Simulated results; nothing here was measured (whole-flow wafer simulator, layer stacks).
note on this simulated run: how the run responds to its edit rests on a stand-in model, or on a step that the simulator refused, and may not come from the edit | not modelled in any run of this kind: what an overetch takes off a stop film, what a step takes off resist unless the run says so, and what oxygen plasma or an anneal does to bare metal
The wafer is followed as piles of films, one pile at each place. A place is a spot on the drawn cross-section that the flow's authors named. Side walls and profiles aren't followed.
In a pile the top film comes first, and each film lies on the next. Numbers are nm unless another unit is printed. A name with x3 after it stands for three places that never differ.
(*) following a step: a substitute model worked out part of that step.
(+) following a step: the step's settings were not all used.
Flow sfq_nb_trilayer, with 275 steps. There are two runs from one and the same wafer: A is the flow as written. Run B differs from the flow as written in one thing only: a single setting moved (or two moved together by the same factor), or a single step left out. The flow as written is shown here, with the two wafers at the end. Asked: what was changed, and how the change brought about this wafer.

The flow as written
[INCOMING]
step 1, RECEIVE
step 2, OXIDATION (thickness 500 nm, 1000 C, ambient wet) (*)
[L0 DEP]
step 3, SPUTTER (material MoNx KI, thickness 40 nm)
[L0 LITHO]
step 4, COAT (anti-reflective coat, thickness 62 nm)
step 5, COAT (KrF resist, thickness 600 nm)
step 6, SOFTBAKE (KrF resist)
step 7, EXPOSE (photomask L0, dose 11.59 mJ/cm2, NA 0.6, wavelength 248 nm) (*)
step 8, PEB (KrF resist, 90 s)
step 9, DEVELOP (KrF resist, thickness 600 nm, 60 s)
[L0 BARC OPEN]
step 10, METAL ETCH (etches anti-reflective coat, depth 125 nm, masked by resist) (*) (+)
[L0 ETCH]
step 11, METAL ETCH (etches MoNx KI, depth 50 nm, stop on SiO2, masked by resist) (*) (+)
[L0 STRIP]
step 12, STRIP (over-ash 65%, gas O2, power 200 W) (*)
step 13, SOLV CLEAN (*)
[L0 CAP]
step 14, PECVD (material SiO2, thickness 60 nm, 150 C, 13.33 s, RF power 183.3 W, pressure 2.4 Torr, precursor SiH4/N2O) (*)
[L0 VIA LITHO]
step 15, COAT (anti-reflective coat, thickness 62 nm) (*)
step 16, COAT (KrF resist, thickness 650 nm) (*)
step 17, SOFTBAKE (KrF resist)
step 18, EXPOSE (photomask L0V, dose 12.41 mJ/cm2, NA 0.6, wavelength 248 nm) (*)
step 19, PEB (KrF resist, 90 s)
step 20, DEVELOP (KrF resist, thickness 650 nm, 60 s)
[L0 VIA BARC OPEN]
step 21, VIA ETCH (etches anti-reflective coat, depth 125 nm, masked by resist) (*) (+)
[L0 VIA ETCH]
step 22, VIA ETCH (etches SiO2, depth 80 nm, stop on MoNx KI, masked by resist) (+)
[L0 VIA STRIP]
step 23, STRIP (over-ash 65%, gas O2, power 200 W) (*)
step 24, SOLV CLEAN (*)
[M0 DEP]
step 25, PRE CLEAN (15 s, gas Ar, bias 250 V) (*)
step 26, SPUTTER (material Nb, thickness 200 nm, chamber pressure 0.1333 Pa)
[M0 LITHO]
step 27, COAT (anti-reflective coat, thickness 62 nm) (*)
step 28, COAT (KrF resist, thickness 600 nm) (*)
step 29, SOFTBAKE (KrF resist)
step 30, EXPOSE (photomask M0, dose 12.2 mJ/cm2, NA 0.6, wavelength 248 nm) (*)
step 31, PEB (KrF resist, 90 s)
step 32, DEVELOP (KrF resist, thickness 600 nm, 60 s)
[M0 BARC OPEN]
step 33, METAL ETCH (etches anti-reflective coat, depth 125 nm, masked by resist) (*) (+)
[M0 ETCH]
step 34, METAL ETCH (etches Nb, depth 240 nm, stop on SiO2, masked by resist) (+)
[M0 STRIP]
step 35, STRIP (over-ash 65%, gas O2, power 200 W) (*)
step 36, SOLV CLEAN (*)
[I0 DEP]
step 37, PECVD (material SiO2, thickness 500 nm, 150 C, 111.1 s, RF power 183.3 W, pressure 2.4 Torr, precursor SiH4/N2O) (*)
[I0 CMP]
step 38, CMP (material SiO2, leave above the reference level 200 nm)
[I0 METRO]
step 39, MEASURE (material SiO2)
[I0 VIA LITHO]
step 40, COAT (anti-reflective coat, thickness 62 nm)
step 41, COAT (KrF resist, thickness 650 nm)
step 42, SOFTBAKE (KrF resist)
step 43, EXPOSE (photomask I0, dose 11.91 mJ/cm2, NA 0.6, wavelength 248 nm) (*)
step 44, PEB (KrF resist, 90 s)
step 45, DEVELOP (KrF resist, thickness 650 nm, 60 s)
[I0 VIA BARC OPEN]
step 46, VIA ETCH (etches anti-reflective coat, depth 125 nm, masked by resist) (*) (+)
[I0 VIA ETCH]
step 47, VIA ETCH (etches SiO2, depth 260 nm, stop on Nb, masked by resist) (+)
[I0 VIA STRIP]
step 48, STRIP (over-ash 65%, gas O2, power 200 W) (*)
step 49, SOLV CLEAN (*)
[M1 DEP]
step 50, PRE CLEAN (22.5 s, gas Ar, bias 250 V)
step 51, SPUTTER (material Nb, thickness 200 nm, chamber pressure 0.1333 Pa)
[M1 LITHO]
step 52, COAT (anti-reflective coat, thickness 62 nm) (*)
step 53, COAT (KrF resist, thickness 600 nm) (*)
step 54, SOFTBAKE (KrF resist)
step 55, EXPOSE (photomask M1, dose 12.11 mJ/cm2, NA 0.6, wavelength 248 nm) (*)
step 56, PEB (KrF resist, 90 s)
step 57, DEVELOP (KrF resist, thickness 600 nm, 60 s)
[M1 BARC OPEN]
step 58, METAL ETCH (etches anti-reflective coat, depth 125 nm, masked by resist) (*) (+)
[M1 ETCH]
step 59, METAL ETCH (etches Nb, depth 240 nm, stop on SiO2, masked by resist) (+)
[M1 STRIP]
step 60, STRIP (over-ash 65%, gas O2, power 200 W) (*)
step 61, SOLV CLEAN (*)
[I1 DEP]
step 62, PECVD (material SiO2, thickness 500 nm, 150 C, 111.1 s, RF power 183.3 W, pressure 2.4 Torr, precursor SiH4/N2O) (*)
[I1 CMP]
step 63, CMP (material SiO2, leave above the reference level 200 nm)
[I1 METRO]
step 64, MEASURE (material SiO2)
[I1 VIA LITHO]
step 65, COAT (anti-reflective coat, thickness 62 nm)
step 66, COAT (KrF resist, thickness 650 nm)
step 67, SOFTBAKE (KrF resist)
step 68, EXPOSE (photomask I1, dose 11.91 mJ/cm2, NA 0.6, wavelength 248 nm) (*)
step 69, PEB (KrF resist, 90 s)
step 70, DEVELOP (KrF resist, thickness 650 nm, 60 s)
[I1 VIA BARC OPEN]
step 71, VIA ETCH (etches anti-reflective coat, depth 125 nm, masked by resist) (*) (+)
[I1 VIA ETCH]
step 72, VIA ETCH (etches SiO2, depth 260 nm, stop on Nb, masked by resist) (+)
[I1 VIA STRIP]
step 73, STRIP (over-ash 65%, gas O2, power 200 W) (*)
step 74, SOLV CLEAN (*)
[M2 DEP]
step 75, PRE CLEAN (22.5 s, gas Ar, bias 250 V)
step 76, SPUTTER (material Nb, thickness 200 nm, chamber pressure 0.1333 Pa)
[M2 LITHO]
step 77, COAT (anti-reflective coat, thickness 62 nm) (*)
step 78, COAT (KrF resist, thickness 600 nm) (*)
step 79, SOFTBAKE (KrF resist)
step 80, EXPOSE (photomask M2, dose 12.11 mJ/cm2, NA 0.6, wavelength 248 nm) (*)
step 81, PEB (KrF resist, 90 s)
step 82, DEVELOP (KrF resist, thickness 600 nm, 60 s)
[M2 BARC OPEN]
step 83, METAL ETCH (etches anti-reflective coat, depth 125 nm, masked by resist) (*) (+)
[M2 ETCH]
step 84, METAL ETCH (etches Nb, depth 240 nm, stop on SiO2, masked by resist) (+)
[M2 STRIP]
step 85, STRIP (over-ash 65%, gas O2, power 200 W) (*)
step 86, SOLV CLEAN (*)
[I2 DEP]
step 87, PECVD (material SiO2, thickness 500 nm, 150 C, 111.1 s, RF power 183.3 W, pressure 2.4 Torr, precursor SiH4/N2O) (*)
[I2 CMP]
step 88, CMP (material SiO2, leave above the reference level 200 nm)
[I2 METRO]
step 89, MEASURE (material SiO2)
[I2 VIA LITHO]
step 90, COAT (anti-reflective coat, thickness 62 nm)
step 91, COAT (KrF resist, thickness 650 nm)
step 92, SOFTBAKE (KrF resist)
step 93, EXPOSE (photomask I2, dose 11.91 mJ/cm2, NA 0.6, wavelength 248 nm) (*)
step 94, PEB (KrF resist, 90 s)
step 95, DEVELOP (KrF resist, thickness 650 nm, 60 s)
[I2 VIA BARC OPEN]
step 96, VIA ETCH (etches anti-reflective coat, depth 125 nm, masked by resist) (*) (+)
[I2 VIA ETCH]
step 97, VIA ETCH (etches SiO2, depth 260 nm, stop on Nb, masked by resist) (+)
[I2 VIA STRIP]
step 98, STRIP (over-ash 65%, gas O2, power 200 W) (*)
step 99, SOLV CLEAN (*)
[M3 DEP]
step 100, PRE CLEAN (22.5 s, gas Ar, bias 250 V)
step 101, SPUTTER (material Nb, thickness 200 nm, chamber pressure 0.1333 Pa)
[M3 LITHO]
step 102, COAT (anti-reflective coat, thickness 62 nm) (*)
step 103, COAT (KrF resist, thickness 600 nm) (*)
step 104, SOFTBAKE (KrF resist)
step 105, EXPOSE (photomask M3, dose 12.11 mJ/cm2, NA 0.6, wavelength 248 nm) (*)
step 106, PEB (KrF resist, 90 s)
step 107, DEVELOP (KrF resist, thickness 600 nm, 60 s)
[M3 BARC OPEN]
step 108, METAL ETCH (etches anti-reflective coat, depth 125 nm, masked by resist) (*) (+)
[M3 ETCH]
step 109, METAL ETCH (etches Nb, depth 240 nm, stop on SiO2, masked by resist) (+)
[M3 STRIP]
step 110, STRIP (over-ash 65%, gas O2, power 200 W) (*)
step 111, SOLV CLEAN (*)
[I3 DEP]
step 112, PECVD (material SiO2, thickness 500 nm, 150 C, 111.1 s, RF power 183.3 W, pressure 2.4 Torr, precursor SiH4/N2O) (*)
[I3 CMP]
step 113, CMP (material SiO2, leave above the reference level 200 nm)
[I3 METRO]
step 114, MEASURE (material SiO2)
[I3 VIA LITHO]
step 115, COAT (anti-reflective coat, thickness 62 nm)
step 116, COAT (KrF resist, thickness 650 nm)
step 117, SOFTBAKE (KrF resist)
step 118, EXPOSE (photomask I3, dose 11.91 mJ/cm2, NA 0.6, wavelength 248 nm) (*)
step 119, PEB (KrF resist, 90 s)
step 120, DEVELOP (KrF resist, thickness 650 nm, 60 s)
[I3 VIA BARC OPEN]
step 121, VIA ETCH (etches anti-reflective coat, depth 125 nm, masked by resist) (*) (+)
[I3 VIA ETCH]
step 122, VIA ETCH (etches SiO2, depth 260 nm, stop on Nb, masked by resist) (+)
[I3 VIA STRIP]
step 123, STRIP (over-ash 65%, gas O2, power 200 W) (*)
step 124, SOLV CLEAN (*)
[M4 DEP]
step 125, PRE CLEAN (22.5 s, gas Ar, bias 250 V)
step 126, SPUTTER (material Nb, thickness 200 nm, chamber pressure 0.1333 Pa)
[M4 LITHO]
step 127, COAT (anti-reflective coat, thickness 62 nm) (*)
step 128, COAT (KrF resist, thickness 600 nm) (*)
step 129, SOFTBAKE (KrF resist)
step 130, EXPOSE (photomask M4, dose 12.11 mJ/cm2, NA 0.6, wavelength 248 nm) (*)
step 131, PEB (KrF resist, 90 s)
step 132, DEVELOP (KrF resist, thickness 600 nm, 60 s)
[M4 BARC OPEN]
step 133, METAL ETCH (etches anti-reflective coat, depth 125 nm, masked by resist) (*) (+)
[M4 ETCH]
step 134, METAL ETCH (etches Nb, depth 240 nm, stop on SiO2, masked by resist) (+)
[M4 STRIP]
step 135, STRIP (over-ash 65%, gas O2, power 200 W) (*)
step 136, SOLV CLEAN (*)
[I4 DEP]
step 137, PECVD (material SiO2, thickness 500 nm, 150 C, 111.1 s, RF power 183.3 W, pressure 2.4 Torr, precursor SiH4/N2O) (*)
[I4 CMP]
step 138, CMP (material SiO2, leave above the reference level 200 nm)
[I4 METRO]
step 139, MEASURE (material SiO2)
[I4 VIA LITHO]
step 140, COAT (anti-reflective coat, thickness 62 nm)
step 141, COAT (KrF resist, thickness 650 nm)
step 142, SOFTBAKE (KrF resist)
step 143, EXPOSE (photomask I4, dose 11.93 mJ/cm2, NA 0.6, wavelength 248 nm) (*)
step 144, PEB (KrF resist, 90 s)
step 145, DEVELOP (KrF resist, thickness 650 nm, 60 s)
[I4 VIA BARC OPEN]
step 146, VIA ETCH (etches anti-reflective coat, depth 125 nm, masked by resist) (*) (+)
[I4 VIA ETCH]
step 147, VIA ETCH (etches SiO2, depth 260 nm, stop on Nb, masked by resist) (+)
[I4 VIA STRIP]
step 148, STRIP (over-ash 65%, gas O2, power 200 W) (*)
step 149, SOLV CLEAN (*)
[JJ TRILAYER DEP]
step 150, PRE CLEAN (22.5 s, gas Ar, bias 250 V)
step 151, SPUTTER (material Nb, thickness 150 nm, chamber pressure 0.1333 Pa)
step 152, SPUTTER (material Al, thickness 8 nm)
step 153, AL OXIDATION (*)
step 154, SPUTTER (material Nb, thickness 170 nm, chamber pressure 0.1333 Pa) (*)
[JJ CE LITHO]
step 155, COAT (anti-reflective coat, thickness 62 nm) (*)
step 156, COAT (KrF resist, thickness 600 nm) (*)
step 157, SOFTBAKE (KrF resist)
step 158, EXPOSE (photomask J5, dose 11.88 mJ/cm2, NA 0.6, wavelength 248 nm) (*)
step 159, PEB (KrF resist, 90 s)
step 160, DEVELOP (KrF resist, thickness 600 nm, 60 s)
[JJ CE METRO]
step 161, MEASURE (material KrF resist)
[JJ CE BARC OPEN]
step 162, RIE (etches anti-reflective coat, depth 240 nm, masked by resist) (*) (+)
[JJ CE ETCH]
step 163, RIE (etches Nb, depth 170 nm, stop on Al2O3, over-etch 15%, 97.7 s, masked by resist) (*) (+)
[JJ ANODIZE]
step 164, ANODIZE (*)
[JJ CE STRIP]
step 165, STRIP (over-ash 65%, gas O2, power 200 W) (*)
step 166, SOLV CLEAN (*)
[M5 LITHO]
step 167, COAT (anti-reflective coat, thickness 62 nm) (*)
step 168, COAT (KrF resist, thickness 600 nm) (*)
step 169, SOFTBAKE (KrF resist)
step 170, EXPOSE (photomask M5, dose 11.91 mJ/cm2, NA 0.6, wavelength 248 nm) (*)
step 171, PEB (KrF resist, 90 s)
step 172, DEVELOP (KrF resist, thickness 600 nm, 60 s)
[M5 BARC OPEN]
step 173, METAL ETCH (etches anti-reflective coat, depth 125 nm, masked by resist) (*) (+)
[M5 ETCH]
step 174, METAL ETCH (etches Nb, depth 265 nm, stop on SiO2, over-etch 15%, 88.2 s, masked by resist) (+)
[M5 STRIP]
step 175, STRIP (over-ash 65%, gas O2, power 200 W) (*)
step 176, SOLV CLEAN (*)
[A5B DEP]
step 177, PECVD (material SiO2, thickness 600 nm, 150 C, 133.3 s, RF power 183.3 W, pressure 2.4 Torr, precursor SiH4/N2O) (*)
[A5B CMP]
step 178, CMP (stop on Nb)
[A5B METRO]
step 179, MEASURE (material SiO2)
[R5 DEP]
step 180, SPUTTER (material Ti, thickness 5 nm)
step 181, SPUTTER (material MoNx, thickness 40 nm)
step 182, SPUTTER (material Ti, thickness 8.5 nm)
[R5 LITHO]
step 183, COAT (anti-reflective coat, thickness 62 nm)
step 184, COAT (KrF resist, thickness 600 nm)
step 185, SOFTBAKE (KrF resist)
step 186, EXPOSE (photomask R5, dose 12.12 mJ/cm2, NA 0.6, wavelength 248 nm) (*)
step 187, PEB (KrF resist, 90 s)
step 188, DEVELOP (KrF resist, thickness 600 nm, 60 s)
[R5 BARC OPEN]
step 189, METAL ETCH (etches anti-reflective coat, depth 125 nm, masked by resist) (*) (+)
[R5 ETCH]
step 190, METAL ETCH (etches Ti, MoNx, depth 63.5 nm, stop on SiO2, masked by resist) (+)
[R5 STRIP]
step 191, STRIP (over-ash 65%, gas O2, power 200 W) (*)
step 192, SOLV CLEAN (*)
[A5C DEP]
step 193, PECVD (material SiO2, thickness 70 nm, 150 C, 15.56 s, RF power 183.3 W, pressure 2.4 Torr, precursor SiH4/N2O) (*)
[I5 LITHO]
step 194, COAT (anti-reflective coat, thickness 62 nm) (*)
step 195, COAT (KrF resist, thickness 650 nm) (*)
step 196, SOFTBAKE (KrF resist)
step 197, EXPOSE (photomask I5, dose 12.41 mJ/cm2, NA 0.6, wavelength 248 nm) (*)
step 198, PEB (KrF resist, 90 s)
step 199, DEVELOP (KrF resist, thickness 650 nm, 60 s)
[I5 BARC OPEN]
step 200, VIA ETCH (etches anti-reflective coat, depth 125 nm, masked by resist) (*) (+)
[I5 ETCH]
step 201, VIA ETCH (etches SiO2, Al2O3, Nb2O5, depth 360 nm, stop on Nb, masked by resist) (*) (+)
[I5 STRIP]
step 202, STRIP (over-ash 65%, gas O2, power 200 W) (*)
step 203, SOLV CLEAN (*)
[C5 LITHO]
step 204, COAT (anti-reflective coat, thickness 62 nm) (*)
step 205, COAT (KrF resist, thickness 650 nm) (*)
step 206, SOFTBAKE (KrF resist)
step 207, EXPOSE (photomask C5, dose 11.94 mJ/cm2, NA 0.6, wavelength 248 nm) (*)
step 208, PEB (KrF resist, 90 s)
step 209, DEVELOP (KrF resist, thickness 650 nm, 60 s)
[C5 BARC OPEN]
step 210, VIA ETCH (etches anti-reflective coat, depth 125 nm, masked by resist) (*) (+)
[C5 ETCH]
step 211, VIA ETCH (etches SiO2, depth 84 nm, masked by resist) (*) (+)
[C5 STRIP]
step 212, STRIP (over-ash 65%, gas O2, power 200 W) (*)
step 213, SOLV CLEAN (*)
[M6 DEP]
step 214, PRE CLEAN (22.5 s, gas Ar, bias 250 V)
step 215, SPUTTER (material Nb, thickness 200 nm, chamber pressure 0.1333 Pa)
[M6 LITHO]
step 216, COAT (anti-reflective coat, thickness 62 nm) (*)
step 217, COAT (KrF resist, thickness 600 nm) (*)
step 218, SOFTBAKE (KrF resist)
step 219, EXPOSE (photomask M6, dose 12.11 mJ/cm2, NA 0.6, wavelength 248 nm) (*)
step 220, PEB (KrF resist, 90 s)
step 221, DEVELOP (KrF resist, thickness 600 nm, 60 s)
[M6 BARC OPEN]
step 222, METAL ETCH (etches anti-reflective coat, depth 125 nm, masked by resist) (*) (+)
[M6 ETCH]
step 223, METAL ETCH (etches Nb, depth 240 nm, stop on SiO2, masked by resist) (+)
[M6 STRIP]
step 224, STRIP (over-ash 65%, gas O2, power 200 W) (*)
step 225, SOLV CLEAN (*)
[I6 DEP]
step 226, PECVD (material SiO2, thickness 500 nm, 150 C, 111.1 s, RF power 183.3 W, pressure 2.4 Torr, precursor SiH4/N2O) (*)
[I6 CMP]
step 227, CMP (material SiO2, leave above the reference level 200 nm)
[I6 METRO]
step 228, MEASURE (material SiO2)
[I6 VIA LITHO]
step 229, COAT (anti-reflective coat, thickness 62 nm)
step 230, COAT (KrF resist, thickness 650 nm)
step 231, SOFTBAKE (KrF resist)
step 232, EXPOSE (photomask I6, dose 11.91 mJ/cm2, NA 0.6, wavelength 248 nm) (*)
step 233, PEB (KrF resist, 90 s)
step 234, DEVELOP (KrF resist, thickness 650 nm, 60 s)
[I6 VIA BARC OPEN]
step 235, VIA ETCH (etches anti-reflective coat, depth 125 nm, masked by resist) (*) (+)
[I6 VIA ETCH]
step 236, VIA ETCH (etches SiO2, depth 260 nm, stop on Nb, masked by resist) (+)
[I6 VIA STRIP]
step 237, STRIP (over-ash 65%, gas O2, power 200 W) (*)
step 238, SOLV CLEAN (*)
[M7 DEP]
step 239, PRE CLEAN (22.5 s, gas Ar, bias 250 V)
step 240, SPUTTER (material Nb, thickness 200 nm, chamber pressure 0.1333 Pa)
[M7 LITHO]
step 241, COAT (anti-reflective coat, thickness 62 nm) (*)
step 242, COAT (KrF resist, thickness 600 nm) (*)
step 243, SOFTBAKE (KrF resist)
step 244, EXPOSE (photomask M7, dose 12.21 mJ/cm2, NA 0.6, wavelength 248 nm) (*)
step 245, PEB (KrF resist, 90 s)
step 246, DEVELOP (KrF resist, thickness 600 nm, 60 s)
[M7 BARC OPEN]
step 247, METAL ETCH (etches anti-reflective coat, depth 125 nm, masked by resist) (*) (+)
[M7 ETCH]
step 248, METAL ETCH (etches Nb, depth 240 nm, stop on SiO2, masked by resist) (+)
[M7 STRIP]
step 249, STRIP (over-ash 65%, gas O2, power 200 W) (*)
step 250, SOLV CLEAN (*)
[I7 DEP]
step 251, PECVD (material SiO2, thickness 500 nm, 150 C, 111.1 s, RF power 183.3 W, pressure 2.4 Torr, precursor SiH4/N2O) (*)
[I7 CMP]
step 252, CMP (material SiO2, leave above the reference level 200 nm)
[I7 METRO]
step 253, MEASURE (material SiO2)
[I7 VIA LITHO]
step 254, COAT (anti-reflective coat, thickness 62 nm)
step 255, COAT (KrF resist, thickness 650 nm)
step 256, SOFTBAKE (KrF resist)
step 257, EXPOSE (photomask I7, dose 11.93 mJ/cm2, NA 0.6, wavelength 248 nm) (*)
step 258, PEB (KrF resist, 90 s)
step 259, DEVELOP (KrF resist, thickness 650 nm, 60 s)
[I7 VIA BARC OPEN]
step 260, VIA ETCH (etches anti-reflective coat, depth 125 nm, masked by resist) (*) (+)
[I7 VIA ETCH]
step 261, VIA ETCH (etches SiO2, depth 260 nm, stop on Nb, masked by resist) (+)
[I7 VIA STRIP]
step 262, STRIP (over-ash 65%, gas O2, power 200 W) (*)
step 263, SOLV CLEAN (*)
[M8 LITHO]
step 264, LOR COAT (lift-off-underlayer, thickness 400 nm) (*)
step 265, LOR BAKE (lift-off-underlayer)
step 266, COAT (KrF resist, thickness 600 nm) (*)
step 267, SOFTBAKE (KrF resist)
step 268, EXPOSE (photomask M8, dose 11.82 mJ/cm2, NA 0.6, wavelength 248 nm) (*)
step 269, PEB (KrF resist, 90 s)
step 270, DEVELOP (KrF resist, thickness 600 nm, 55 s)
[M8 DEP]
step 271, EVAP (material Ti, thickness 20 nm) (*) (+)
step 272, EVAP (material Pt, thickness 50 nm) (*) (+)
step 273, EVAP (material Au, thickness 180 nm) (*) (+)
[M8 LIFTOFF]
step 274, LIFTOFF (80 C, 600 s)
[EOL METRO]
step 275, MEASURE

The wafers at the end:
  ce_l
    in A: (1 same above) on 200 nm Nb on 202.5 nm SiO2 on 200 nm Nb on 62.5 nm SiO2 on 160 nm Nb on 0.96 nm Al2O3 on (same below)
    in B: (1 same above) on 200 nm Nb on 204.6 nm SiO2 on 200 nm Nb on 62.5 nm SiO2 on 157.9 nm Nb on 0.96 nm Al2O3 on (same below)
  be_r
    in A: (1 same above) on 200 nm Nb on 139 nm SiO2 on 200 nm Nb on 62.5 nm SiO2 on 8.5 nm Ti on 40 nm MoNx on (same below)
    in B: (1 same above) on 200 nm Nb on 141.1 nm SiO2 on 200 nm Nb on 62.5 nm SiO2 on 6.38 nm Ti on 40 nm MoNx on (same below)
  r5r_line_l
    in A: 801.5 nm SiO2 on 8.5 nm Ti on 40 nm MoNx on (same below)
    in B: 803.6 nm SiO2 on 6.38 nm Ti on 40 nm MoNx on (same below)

The reason: step 182, SPUTTER: thickness 6.38 nm was run, though the flow has thickness 8.5 nm.
The wafer itself shows it: be_r has Ti 6.38, and step 182 as written asks for 8.5 nm.

The path from the change to this, step by step:
  step 182, SPUTTER (material Ti, thickness 8.5 nm)
      field_l, v_sur, via_wl and 103 more: A Ti gains 8.5 (new film) | B Ti gains 6.38 (new film)
  step 190, METAL ETCH (etches Ti, MoNx, depth 63.5 nm, stop on SiO2, masked by resist) (+)
      field_l, v_sur, via_wl and 92 more: A Ti loses 8.5 (all of it), MoNx loses 40 (all of it), Ti loses 5 (all of it) | B Ti loses 6.38 (all of it), MoNx loses 40 (all of it), Ti loses 5 (all of it)
      ce_l, c5j, ce_r, wl_jj: A Ti loses 8.5 (all of it), MoNx loses 40 (all of it), Ti loses 5 (all of it), Nb loses 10 | B Ti loses 6.38 (all of it), MoNx loses 40 (all of it), Ti loses 5 (all of it), Nb loses 12.1
